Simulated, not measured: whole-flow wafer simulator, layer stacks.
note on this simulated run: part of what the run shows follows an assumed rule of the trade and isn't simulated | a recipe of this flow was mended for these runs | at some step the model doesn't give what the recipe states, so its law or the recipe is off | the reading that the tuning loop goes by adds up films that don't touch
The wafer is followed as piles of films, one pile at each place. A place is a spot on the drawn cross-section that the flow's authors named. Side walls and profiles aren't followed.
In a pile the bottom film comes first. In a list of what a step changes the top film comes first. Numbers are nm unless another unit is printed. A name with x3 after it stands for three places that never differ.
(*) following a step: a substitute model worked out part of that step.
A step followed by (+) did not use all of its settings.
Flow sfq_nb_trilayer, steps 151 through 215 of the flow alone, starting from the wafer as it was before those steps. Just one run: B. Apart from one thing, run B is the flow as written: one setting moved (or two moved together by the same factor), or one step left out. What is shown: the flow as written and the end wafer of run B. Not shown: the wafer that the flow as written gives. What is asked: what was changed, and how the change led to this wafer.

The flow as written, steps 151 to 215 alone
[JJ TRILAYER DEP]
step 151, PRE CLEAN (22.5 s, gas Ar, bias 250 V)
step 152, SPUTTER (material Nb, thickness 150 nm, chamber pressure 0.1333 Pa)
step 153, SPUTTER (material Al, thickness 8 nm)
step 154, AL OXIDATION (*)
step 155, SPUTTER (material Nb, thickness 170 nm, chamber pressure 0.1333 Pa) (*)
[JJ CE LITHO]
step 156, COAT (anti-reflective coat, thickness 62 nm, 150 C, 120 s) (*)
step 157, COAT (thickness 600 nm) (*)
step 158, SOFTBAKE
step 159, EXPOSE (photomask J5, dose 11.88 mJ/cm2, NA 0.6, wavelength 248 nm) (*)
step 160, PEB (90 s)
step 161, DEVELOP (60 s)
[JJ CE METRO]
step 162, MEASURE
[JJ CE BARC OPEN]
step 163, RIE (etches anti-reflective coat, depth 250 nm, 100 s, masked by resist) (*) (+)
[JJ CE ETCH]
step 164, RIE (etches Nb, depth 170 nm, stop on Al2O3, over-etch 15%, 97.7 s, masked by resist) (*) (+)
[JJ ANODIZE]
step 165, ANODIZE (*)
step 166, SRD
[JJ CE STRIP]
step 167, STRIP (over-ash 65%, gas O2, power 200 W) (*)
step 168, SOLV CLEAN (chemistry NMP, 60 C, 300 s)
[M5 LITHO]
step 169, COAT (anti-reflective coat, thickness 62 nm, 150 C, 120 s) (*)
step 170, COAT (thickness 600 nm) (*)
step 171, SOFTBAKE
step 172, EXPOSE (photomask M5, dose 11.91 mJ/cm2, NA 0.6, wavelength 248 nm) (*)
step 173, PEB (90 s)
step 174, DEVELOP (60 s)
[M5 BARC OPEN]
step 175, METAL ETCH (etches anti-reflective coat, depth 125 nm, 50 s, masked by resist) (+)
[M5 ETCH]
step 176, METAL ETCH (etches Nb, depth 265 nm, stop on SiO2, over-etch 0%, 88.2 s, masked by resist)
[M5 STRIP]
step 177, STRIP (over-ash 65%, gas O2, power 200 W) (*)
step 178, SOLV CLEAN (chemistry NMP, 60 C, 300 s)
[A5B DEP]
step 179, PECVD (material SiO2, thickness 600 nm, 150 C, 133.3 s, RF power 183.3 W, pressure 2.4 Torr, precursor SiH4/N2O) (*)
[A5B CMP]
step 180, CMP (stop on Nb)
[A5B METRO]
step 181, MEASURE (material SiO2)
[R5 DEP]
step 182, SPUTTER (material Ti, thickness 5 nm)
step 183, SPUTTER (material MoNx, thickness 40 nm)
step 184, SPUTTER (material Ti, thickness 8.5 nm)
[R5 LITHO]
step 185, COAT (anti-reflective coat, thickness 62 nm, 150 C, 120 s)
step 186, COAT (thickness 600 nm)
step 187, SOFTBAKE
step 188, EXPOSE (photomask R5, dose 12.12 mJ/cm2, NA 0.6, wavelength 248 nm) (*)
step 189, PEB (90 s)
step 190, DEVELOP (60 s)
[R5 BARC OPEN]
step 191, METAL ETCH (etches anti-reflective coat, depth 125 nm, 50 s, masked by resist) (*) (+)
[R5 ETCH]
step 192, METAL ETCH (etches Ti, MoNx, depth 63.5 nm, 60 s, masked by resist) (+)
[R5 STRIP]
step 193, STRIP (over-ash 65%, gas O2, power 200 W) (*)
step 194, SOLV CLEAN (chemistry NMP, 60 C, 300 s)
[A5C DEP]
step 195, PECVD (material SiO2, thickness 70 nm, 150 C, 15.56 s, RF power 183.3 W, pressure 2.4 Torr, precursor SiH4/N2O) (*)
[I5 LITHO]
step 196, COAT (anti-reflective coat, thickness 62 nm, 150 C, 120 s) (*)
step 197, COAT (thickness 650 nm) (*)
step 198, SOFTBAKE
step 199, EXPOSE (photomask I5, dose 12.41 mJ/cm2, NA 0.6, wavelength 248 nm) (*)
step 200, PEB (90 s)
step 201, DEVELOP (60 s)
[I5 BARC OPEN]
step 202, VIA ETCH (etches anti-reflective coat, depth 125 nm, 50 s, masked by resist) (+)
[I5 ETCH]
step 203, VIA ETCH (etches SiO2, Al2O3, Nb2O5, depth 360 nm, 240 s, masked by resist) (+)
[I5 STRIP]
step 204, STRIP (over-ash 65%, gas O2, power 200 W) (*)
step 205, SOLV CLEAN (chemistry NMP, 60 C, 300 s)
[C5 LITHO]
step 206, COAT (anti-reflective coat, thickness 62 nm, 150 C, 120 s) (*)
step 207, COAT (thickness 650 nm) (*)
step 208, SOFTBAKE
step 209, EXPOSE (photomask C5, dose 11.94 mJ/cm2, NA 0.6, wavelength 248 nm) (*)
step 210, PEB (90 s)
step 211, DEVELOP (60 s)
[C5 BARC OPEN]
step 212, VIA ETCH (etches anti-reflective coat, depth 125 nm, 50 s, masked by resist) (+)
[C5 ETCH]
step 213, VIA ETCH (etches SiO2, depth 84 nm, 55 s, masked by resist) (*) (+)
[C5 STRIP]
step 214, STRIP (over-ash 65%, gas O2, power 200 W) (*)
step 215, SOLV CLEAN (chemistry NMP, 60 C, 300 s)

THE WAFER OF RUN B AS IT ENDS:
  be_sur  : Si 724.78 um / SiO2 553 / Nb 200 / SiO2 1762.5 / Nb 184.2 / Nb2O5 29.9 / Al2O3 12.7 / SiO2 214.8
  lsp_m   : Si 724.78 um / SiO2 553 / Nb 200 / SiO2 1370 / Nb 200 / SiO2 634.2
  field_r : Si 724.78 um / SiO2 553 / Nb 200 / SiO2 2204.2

What caused this: step 152, SPUTTER: thickness 195 nm was run, whereas the flow has thickness 150 nm.

The path from the change to this, step by step:
  step 152, SPUTTER (material Nb, thickness 150 nm, chamber pressure 0.1333 Pa)
      field_l, v_sur, via_sp and 100 more: Nb gains 195 (new film) (in the flow as written it would be: Nb gains 150 (new film))
      via_wl, via_w, via_wr: Nb gains 169.2 (in the flow as written it would be: Nb gains 129.8)
  step 156, COAT (anti-reflective coat, thickness 62 nm, 150 C, 120 s) (*)
      via_wl, via_wr: anti-reflective coat gains 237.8 (new film) (in the flow as written it would be: anti-reflective coat gains 224.3 (new film))
      v_sur: anti-reflective coat gains 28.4 (new film) (in the flow as written it would be: anti-reflective coat gains 27.8 (new film))
      (and at 1 other place as well)
  step 163, RIE (etches anti-reflective coat, depth 250 nm, 100 s, masked by resist) (*) (+)
      via_wl, via_wr: anti-reflective coat loses 237.8 (all of it) (in the flow as written it would be: anti-reflective coat loses 224.3 (all of it))
      v_sur: anti-reflective coat loses 28.4 (all of it) (in the flow as written it would be: anti-reflective coat loses 27.8 (all of it))
      (and at 1 other place as well)
  step 165, ANODIZE (*)
      via_wl, via_wr: Al2O3 gains 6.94 (new film), Nb2O5 gains 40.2 (new film), Al loses 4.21 (all of it), Nb loses 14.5 (in the flow as written it would be: Al2O3 gains 7.51 (new film), Nb2O5 gains 39.2 (new film), Al loses 4.55 (all of it), Nb loses 14.1)
  step 169, COAT (anti-reflective coat, thickness 62 nm, 150 C, 120 s) (*)
      via_wl, via_wr: anti-reflective coat gains 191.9 (new film) (in the flow as written it would be: anti-reflective coat gains 184 (new film))
      v_sur: anti-reflective coat gains 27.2 (new film) (in the flow as written it would be: anti-reflective coat gains 26.6 (new film))
      (and at 1 other place as well)
  step 176, METAL ETCH (etches Nb, depth 265 nm, stop on SiO2, over-etch 0%, 88.2 s, masked by resist)
      field_l, res, r_end and 47 more: Al2O3 loses 12.6 (all of it), Nb2O5 loses 29.9 (all of it), Nb loses 184.2 (all of it), SiO2 loses 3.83 (in the flow as written it would be: Al2O3 loses 12.6 (all of it), Nb2O5 loses 29.9 (all of it), Nb loses 139.2 (all of it), SiO2 loses 8.33)
      r_sur, wl_a_sl, wl_a_m6: Al2O3 loses 12.5 (all of it), Nb2O5 loses 29.9 (all of it), Nb loses 184.2 (all of it), SiO2 loses 3.83 (in the flow as written it would be: Al2O3 loses 12.5 (all of it), Nb2O5 loses 29.9 (all of it), Nb loses 139.2 (all of it), SiO2 loses 8.33)
  step 177, STRIP (over-ash 65%, gas O2, power 200 W) (*)
      v_sur: KrF-resist-other-grade loses 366 (all of it), anti-reflective coat loses 27.2 (all of it) (in the flow as written it would be: KrF-resist-other-grade loses 366.5 (all of it), anti-reflective coat loses 26.6 (all of it))
      via_wl: KrF-resist-other-grade loses 415.7 (all of it), anti-reflective coat loses 191.9 (all of it) (in the flow as written it would be: KrF-resist-other-grade loses 418.2 (all of it), anti-reflective coat loses 184 (all of it))
      (and at 2 other places as well)
  step 180, CMP (stop on Nb)
      field_l, p4_fl x5, p4_w1 x9 and 27 more: SiO2 loses 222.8 (in the flow as written it would be: SiO2 loses 263.3)
      r_sur, res, r_end, moat, field_r, lsp_l: SiO2 loses 214.4 (in the flow as written it would be: SiO2 loses 256.4)
      (and at 8 other places as well)
